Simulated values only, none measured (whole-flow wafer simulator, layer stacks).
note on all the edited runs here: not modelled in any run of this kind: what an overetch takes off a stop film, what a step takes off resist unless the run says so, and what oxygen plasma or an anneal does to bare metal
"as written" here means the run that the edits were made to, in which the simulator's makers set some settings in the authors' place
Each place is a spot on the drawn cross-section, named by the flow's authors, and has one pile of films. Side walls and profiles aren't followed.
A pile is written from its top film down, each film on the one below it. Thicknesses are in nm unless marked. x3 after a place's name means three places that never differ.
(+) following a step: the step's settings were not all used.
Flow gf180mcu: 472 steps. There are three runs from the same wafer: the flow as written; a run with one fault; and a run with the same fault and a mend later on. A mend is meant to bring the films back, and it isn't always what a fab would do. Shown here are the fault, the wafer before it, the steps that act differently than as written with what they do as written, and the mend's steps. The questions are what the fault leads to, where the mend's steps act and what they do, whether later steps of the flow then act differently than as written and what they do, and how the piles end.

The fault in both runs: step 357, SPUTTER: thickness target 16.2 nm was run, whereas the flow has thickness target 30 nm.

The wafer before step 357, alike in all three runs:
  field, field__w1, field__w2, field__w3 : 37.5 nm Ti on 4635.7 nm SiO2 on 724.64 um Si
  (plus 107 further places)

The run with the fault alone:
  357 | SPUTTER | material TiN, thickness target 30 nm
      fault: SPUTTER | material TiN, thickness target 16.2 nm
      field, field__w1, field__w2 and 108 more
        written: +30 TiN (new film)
        fault: +16.2 TiN (new film)
  Later steps of the flow acting differently than as written:
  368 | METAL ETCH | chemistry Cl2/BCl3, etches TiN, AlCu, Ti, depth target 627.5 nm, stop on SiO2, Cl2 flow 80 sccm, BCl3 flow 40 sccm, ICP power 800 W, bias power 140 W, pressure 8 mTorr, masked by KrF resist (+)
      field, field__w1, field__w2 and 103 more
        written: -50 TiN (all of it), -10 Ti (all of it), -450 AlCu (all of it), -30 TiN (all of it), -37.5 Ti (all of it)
        fault: -50 TiN (all of it), -10 Ti (all of it), -450 AlCu (all of it), -16.2 TiN (all of it), -37.5 Ti (all of it)
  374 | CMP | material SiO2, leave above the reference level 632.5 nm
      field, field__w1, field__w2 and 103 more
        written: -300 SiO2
        fault: -313.8 SiO2
  By the end, the piles at field__w8, contact, m1, m1__w1, m1_nw depart from the flow's by more than 2% or 0.5 nm, whichever is larger.
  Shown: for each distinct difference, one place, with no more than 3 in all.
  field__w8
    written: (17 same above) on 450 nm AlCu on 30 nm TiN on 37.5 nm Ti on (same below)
    fault: (17 same above) on 450 nm AlCu on 16.2 nm TiN on 37.5 nm Ti on (same below)
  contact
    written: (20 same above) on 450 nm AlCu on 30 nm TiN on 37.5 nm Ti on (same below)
    fault: (20 same above) on 450 nm AlCu on 16.2 nm TiN on 37.5 nm Ti on (same below)

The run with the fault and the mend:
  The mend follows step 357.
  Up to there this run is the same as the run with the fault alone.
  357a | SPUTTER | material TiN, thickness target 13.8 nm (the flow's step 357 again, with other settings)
      field, field__w1, field__w2 and 108 more
        +13.8 TiN
  Later steps of the flow that are run all act as written at every place that is followed.
  By the end, the piles equal the flow's at every place that both follow.
